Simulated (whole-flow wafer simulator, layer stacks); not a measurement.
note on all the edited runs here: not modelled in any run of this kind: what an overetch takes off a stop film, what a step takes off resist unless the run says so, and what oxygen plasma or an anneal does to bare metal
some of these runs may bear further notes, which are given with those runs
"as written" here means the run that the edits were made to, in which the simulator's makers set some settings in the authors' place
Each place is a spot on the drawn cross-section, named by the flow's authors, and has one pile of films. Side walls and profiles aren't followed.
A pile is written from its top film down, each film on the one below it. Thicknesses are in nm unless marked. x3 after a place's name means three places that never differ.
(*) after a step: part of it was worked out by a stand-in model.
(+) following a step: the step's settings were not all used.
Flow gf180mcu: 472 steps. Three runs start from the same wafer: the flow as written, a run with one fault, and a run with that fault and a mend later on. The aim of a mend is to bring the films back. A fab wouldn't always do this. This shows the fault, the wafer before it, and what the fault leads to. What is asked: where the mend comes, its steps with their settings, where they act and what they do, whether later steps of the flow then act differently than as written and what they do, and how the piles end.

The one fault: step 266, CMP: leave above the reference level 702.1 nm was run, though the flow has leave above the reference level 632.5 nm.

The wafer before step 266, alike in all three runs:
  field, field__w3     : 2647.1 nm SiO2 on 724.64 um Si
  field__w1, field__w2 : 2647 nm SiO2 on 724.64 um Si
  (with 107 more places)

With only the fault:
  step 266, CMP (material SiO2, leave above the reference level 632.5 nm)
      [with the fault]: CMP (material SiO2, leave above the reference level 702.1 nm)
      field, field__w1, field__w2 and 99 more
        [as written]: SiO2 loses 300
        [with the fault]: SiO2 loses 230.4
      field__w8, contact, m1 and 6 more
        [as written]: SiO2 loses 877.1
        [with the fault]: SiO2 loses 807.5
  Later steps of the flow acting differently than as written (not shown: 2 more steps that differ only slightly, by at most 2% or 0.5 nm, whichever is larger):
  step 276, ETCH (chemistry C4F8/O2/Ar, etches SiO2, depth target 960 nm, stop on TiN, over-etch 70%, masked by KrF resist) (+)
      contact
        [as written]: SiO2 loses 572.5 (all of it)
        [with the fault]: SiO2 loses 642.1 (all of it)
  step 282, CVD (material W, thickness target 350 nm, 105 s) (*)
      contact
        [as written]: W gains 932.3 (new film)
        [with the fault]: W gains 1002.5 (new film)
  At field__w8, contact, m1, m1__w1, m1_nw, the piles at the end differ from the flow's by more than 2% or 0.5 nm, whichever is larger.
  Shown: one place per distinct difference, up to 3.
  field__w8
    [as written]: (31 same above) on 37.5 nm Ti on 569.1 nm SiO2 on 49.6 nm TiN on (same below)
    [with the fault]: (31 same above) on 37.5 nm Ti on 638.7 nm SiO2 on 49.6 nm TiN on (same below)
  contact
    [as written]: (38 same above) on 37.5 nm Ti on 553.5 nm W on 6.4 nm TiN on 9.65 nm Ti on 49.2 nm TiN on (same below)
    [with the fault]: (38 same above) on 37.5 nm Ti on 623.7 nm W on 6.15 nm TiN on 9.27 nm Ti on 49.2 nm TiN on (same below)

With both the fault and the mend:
  After step 274 comes the mend.
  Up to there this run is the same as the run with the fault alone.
  step 274a, STRIP (chemistry O2/N2, power 2160 W, pressure 1700 mTorr) (*)
      field, field__w1, field__w2 and 107 more
        KrF resist loses 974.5 (all of it), anti-reflective coat loses 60 (all of it)
      contact
        anti-reflective coat loses 60 (all of it)
  step 274b, CMP (material SiO2, leave above the reference level 632.5 nm) (the flow's step 266, run once more)
      field, field__w1, field__w2 and 108 more
        SiO2 loses 69.6
  step 274c, HMDS (120 C, 60 s) (the flow's step 268, run once more)
      does not change any film at any place that is followed
  step 274d, COAT (anti-reflective coat, thickness 60 nm, 182 C, 71 s) (the flow's step 269, run once more)
      field, field__w1, field__w2 and 108 more
        anti-reflective coat gains 60 (new film)
  step 274e, COAT (KrF resist, thickness 1000 nm) (the flow's step 270, run once more)
      field, field__w1, field__w2 and 108 more
        KrF resist gains 1000 (new film)
  step 274f, SOFTBAKE (KrF resist) (the flow's step 271, run once more)
      does not change any film at any place that is followed
  step 274g, EXPOSE (photomask Via1) (the flow's step 272, run once more)
      does not change any film at any place that is followed
  step 274h, PEB (KrF resist, 135 C, 90 s) (the flow's step 273, run once more)
      field, field__w1, field__w2 and 108 more
        KrF resist loses 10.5
  step 274i, DEVELOP (KrF resist, thickness 1000 nm, 60 s) (the flow's step 274, run once more)
      field, field__w1, field__w2 and 107 more
        KrF resist loses 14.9
      contact
        KrF resist loses 989.5 (all of it)
  None of the later steps of the flow acts differently than as written at any place that is followed.
  At every place that both follow, the piles at the end match the flow's.
